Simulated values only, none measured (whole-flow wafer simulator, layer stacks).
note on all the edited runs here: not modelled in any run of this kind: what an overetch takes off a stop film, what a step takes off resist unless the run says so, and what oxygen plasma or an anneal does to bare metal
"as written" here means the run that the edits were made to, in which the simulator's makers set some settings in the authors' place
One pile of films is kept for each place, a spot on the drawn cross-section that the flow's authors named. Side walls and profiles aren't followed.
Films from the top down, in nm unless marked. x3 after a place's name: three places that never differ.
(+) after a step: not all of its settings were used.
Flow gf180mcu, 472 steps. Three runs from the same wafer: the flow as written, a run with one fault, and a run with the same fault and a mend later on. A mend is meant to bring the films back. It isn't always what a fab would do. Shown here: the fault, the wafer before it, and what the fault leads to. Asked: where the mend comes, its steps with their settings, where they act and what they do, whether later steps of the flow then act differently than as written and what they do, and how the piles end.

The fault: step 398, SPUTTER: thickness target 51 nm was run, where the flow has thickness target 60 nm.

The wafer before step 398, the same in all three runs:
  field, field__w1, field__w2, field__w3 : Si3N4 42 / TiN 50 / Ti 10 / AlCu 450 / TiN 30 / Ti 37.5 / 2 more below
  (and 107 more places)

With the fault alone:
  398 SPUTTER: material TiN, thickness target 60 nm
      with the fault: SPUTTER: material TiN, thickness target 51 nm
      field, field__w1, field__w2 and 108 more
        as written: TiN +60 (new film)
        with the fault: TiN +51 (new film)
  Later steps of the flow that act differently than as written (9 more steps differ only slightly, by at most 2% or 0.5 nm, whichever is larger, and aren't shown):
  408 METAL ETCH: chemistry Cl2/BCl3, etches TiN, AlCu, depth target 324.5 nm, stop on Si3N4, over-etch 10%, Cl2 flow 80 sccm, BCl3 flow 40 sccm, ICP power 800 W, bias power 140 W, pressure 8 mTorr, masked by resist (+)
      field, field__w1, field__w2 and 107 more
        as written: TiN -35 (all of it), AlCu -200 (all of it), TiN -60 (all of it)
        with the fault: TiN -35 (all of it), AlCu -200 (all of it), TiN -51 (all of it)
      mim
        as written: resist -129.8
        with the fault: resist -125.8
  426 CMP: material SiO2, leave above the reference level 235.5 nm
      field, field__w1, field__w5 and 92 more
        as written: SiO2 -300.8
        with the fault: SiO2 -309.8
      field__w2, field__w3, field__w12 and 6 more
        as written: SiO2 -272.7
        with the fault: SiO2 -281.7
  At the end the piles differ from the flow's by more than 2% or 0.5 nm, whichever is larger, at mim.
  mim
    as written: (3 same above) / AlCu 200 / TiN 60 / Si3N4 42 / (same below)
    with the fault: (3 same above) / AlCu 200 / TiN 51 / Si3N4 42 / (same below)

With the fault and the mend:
  The mend comes after step 398.
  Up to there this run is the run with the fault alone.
  398a SPUTTER: material TiN, thickness target 9 nm (the flow's step 398 once more, with other settings)
      field, field__w1, field__w2 and 108 more
        TiN +9
  No later step of the flow acts differently than as written at any place that is followed.
  At the end the piles are the same as the flow's at every place that both follow.
